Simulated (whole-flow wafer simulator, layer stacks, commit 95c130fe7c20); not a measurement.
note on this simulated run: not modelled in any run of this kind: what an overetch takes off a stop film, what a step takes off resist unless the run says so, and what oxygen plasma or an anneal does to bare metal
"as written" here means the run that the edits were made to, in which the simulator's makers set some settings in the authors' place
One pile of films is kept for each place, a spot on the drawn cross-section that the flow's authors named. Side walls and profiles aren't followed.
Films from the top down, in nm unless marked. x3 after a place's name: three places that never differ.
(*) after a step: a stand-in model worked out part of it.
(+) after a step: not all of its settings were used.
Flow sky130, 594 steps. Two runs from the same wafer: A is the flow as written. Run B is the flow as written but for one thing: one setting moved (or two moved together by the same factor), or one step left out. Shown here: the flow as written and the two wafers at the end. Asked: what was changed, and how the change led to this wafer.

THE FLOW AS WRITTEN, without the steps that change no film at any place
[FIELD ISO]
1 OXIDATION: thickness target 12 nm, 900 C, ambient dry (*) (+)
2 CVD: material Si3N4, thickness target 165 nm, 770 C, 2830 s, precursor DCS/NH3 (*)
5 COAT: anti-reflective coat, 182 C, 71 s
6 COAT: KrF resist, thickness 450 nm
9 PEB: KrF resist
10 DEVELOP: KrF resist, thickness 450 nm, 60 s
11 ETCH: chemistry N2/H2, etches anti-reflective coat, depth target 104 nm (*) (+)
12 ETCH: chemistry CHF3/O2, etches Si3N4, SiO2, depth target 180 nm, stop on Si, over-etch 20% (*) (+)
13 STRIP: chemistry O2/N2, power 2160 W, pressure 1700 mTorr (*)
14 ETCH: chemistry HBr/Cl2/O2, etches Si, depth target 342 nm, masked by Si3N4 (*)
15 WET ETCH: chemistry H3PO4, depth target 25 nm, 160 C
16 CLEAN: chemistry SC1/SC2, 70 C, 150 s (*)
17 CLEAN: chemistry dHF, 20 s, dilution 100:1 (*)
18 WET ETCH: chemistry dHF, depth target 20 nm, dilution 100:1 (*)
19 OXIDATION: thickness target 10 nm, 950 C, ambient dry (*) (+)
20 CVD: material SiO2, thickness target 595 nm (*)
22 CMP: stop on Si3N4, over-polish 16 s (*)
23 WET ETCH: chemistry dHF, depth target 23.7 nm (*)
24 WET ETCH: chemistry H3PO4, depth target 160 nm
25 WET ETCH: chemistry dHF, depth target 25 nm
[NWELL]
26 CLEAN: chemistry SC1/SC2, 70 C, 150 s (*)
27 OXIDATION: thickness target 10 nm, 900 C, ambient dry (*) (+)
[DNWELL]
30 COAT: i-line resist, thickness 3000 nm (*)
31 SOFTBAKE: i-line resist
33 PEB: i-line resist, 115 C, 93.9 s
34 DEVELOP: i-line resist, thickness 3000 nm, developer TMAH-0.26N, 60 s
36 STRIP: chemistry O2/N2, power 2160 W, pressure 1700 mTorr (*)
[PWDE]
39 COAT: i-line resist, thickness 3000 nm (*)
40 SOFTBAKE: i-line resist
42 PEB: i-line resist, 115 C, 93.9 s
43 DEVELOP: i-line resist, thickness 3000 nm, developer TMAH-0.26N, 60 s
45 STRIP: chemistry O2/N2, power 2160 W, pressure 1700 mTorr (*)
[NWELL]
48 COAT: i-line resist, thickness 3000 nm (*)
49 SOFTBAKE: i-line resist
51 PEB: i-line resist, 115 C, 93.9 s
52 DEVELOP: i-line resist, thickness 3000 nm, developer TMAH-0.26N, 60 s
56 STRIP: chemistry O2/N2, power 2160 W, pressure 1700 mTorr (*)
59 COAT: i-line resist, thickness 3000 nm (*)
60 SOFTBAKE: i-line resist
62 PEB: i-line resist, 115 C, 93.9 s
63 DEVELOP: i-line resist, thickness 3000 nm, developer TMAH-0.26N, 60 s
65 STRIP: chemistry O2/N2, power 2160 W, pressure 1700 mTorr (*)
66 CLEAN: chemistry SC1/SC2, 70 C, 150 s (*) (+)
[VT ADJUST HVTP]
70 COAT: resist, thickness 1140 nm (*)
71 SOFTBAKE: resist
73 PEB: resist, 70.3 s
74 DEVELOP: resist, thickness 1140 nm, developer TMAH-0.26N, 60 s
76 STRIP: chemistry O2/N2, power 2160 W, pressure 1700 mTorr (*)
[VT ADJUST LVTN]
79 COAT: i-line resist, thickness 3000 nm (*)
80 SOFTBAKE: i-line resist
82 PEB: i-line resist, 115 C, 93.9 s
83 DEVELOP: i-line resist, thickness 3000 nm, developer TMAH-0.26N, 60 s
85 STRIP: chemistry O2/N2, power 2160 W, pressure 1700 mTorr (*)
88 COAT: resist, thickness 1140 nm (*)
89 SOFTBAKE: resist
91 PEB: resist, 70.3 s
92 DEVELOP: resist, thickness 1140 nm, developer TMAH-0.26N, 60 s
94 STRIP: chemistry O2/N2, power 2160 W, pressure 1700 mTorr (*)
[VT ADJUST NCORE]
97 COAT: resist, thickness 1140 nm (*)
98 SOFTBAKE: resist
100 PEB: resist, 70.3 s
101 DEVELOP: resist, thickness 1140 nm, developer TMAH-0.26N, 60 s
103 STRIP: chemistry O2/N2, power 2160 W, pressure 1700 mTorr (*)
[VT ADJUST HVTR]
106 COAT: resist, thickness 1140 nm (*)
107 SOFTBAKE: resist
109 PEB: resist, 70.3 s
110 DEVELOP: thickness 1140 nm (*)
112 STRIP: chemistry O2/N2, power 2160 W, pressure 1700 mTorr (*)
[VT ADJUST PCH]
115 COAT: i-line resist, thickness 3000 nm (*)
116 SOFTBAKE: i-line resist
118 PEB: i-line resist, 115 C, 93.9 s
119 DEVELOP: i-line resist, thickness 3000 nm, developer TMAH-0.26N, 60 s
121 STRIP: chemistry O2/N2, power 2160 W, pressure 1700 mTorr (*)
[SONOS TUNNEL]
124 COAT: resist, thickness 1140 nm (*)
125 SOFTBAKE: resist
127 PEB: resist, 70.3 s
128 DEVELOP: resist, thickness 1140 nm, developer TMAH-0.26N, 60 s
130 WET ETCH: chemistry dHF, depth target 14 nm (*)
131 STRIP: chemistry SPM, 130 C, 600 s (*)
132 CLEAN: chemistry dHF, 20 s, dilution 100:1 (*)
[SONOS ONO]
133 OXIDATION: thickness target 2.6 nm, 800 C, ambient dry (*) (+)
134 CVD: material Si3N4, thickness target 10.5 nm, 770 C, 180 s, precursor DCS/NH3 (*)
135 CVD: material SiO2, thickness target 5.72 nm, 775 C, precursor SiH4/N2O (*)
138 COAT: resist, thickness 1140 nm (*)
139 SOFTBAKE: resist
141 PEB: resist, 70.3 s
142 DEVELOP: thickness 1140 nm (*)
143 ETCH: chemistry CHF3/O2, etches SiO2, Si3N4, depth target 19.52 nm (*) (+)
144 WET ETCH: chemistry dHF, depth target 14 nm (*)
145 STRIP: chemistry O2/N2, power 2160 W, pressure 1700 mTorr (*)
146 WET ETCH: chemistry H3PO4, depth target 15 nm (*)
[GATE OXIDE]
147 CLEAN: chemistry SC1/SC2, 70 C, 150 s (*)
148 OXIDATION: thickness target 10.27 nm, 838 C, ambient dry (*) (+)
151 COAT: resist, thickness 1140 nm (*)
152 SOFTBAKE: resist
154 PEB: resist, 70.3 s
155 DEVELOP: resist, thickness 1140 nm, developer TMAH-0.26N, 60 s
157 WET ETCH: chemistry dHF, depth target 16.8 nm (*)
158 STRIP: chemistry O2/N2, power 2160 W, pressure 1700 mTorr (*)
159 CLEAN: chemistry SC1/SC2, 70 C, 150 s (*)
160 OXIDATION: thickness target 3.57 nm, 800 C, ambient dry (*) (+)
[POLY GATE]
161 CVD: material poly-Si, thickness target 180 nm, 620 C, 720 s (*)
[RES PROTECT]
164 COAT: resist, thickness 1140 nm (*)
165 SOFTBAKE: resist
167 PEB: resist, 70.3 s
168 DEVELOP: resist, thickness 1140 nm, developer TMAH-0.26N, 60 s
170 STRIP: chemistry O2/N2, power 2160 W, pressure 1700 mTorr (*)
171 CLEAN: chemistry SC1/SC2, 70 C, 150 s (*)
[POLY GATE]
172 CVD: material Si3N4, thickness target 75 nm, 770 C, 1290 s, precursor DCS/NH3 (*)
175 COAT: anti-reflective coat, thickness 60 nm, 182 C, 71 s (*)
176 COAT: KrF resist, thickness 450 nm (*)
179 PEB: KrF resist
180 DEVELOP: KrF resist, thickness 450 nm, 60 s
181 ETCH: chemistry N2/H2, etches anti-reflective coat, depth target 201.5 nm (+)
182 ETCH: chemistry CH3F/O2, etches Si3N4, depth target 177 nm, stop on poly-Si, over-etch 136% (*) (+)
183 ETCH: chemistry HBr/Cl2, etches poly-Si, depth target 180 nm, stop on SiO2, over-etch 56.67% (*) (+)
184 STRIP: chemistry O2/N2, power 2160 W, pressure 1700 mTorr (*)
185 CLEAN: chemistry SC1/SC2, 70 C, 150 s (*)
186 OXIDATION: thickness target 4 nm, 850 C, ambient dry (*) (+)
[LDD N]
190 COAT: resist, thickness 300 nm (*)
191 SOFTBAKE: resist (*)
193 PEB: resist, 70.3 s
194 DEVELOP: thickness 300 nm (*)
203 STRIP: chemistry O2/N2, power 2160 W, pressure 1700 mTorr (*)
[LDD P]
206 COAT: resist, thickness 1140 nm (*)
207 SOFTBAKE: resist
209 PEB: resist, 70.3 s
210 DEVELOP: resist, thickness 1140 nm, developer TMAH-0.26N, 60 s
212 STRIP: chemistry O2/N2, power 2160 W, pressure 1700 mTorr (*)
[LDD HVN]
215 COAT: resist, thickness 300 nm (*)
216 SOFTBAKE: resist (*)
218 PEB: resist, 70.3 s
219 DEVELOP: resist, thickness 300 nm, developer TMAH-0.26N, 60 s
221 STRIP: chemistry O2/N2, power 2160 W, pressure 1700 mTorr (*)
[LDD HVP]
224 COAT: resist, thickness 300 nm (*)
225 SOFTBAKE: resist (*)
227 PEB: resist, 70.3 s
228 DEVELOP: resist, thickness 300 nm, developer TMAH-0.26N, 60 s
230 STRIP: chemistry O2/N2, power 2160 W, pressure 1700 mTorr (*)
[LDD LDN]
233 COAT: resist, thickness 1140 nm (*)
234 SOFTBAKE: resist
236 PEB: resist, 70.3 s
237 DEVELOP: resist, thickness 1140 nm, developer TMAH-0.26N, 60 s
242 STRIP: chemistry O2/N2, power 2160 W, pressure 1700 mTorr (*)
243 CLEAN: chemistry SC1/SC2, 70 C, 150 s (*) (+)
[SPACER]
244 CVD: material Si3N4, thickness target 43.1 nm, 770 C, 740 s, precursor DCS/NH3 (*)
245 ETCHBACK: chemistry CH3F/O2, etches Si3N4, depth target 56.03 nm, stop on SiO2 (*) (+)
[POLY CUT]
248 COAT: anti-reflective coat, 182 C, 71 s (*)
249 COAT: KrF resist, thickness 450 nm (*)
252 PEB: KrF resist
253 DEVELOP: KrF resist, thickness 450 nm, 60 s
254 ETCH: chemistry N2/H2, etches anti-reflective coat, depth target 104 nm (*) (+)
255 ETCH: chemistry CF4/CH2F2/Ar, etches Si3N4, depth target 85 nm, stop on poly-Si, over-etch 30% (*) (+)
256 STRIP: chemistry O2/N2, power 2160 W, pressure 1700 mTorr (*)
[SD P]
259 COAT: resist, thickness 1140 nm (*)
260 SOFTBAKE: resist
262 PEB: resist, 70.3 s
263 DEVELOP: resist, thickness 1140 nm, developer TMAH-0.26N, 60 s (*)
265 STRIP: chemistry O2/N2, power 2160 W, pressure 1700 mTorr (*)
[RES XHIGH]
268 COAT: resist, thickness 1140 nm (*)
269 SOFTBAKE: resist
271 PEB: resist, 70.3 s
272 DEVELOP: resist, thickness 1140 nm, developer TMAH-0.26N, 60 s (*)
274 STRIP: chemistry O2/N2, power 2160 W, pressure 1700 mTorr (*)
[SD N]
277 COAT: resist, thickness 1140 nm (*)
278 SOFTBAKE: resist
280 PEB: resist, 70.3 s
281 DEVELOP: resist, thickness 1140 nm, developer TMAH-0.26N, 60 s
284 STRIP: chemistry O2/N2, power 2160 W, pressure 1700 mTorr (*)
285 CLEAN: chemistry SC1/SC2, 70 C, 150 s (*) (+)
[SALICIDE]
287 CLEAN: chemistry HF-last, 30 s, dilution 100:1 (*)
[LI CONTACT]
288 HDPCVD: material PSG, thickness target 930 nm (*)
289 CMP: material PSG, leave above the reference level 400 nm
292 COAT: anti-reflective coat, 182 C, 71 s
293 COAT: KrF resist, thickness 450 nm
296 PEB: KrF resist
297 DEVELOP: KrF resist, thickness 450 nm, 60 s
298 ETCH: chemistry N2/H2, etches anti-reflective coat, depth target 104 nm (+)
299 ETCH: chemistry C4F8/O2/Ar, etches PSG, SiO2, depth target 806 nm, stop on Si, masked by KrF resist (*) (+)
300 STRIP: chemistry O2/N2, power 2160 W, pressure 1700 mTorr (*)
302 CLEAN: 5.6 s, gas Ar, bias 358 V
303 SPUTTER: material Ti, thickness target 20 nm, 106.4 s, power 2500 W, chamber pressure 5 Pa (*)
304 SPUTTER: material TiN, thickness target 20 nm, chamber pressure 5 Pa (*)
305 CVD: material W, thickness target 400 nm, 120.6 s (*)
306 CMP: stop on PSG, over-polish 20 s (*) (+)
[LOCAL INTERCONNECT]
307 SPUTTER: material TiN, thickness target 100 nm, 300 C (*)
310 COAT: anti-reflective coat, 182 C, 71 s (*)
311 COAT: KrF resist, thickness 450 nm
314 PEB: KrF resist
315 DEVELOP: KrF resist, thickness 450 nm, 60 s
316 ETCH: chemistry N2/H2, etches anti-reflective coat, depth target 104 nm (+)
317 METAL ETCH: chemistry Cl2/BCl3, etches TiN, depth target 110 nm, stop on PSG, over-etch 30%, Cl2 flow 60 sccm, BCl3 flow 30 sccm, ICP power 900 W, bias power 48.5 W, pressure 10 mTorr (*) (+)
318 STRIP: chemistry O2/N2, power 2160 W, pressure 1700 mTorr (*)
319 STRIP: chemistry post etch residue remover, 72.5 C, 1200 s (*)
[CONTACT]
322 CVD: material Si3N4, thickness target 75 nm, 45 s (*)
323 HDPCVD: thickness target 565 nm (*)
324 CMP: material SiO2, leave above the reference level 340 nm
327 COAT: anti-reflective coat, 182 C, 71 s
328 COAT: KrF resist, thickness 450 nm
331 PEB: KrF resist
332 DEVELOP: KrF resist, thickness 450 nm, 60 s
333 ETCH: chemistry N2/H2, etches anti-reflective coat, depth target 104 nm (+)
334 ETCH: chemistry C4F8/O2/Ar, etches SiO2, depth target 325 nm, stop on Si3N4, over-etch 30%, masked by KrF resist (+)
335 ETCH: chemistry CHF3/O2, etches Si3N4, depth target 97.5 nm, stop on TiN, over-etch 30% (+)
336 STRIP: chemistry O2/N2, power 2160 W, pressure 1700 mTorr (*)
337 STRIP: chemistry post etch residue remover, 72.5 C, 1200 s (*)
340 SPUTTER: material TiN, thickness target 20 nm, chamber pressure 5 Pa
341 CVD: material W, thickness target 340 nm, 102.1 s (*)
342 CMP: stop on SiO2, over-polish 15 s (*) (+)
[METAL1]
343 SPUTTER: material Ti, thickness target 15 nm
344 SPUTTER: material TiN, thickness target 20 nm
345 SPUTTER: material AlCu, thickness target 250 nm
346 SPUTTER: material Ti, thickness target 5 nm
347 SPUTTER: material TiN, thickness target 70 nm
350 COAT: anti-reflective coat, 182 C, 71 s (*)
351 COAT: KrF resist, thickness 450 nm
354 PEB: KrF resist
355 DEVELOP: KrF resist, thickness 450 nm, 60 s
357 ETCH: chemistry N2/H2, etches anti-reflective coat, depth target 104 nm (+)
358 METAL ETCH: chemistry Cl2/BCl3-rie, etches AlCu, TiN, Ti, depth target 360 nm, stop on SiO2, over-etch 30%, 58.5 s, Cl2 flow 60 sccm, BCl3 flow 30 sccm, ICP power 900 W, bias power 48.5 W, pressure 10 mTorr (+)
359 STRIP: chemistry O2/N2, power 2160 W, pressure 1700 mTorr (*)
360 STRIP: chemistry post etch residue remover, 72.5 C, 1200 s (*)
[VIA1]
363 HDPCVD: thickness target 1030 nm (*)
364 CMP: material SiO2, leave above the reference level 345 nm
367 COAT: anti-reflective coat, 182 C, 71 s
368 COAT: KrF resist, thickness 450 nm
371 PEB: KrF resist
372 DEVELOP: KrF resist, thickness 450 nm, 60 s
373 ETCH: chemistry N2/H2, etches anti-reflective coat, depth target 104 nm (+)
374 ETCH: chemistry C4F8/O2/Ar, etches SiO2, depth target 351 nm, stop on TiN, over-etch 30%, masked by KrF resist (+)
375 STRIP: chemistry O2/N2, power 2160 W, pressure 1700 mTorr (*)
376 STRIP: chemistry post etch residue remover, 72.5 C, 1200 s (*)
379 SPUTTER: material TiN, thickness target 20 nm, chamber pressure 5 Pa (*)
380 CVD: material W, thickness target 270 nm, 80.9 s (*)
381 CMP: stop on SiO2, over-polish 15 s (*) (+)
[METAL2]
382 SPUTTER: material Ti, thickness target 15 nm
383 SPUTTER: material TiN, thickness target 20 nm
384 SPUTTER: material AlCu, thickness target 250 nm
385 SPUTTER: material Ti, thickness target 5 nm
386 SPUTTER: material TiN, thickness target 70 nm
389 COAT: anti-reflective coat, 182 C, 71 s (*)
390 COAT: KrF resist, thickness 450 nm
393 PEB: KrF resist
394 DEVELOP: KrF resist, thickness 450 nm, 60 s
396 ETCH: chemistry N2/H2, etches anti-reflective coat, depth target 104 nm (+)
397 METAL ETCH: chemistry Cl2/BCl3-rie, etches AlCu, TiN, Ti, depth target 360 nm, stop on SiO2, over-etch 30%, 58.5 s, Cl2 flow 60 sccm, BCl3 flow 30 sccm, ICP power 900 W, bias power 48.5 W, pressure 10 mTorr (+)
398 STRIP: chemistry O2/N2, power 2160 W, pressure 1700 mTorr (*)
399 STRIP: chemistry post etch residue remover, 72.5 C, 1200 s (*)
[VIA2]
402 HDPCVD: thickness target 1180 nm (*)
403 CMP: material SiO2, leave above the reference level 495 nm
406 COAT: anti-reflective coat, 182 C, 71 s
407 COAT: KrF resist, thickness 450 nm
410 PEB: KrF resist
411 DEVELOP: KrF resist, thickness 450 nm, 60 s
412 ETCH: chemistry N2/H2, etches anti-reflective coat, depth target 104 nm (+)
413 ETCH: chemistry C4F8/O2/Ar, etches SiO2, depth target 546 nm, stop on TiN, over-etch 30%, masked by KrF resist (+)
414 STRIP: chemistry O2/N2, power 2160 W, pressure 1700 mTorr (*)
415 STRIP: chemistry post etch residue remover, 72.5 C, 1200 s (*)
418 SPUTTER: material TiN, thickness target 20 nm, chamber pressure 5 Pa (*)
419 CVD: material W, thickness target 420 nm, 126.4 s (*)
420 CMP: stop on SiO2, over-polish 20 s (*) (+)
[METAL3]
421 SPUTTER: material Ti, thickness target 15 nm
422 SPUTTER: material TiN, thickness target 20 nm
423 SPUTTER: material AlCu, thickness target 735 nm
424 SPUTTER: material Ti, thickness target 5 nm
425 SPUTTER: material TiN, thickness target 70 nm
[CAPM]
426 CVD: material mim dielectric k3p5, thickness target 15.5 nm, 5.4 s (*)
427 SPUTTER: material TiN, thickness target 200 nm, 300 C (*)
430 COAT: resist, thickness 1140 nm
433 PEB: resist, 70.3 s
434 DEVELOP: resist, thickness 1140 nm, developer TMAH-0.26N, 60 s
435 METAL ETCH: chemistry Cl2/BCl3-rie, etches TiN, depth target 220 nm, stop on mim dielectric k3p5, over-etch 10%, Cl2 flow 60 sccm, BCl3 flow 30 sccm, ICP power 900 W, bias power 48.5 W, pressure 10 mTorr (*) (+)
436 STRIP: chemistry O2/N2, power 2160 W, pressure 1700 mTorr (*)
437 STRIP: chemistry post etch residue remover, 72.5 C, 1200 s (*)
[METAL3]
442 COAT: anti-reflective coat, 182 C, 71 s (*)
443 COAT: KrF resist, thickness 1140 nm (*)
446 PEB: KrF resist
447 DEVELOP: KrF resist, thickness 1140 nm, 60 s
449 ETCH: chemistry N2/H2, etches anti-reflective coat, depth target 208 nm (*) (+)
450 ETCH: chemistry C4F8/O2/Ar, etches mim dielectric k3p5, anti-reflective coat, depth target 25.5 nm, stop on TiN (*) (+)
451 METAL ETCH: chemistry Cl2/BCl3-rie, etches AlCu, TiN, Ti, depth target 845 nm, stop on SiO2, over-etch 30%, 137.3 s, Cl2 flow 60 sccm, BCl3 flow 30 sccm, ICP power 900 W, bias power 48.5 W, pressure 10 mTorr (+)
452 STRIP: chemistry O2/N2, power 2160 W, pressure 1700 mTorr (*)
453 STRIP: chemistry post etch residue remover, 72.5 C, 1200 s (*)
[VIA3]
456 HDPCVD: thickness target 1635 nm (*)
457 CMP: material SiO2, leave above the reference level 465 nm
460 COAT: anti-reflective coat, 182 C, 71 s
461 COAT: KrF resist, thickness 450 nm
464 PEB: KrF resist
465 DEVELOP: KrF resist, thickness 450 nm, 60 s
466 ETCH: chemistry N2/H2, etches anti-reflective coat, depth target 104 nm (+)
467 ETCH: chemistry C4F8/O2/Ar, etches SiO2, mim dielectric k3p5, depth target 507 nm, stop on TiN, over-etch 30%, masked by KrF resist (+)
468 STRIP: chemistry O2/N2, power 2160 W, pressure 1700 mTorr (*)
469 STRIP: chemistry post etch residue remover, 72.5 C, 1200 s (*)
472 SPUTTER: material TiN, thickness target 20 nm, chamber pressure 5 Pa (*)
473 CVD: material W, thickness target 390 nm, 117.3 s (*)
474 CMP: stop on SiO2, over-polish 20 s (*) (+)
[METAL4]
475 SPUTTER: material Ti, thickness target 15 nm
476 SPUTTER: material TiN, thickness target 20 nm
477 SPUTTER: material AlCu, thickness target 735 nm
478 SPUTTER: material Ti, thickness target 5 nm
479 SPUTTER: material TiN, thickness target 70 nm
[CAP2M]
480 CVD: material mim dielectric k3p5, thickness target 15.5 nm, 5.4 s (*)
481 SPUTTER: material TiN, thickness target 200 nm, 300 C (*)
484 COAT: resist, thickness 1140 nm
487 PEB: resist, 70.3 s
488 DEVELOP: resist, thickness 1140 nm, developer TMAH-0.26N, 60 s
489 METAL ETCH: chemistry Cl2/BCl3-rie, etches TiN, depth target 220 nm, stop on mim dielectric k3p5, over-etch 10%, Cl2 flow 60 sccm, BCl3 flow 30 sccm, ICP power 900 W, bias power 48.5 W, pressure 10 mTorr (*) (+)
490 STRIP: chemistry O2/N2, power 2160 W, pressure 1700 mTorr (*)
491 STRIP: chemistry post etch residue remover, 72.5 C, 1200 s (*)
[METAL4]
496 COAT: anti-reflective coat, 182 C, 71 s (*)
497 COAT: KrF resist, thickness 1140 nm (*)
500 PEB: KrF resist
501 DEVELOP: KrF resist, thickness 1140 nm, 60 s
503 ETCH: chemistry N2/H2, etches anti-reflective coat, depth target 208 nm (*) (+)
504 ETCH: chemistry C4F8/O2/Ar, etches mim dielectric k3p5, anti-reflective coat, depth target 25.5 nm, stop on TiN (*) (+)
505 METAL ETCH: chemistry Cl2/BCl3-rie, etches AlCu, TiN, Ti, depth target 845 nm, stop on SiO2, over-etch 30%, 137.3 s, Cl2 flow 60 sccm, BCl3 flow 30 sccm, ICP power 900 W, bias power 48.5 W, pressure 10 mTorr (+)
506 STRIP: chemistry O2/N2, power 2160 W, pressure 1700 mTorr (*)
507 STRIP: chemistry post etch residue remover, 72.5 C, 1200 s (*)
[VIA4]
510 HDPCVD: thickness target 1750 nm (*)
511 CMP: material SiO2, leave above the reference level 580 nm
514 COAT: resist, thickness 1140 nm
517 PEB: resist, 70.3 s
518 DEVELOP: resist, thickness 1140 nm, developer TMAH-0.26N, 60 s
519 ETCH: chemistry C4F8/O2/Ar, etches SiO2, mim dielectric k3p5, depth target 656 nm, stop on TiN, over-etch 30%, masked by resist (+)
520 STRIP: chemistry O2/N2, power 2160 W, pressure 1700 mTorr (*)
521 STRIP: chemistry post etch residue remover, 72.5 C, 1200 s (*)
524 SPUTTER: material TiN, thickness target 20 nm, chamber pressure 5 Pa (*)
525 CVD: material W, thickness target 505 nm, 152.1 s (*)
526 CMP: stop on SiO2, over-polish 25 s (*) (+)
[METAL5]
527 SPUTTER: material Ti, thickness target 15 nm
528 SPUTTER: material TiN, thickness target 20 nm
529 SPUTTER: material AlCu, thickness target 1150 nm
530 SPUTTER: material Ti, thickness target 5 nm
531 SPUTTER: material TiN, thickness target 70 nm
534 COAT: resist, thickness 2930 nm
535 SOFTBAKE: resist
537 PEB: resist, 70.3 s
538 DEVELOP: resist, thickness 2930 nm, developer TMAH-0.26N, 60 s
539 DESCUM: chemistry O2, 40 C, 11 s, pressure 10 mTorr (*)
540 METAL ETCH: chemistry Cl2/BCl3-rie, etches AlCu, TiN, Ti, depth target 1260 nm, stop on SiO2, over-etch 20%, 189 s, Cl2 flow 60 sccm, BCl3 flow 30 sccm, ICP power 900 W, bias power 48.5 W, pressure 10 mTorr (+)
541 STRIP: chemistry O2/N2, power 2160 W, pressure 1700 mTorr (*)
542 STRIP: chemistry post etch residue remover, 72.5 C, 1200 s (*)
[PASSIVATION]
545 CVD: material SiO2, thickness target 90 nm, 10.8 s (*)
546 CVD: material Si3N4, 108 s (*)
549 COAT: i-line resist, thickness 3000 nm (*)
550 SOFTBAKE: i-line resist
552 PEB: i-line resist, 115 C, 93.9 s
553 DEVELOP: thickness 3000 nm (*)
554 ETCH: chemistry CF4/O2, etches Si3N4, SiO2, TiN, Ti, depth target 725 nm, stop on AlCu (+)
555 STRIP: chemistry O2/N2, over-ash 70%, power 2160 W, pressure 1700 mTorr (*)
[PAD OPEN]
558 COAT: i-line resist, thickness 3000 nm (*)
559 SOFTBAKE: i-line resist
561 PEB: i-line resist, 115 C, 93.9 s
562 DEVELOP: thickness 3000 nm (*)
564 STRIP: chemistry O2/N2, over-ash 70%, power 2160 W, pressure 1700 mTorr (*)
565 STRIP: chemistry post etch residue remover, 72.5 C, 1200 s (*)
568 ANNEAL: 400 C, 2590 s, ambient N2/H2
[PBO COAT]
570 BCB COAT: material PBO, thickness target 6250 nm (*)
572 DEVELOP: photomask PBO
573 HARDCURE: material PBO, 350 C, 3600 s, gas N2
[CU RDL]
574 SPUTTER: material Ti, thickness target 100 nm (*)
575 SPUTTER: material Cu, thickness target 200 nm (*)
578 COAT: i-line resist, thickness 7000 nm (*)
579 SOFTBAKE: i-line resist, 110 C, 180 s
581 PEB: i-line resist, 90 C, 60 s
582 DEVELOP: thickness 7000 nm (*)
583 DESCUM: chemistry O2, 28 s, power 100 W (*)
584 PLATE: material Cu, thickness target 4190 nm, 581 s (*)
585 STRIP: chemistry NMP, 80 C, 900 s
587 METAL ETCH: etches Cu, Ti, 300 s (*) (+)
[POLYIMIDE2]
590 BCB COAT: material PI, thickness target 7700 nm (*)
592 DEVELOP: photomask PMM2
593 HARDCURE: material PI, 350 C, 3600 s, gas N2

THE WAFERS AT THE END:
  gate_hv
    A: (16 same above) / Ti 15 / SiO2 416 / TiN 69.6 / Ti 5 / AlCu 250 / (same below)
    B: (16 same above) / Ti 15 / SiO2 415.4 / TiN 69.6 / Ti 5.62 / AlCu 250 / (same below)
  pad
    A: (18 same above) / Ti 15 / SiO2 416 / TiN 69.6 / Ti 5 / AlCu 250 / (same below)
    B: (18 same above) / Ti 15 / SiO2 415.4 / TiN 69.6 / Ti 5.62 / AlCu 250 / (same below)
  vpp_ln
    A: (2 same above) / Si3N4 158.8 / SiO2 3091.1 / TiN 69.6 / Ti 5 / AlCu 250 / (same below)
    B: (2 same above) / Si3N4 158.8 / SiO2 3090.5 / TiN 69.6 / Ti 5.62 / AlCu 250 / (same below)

The cause: step 385, SPUTTER: thickness target 5.62 nm was run, where the flow has thickness target 5 nm.
It can be read off the wafer: gate_hv has Ti 5.62, and step 385 as written asks for 5 nm.

How the change led to this, step by step:
  385 SPUTTER: material Ti, thickness target 5 nm
      field, active, n_well and 188 more: A Ti +5 (new film) | B Ti +5.62 (new film)
  397 METAL ETCH: chemistry Cl2/BCl3-rie, etches AlCu, TiN, Ti, depth target 360 nm, stop on SiO2, over-etch 30%, 58.5 s, Cl2 flow 60 sccm, BCl3 flow 30 sccm, ICP power 900 W, bias power 48.5 W, pressure 10 mTorr (+)
      field, active, gate and 82 more: A TiN -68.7 (all of it), Ti -5 (all of it), AlCu -250 (all of it), TiN -20 (all of it), Ti -15 (all of it), SiO2 -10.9 | B TiN -68.7 (all of it), Ti -5.62 (all of it), AlCu -250 (all of it), TiN -20 (all of it), Ti -15 (all of it), SiO2 -10.9
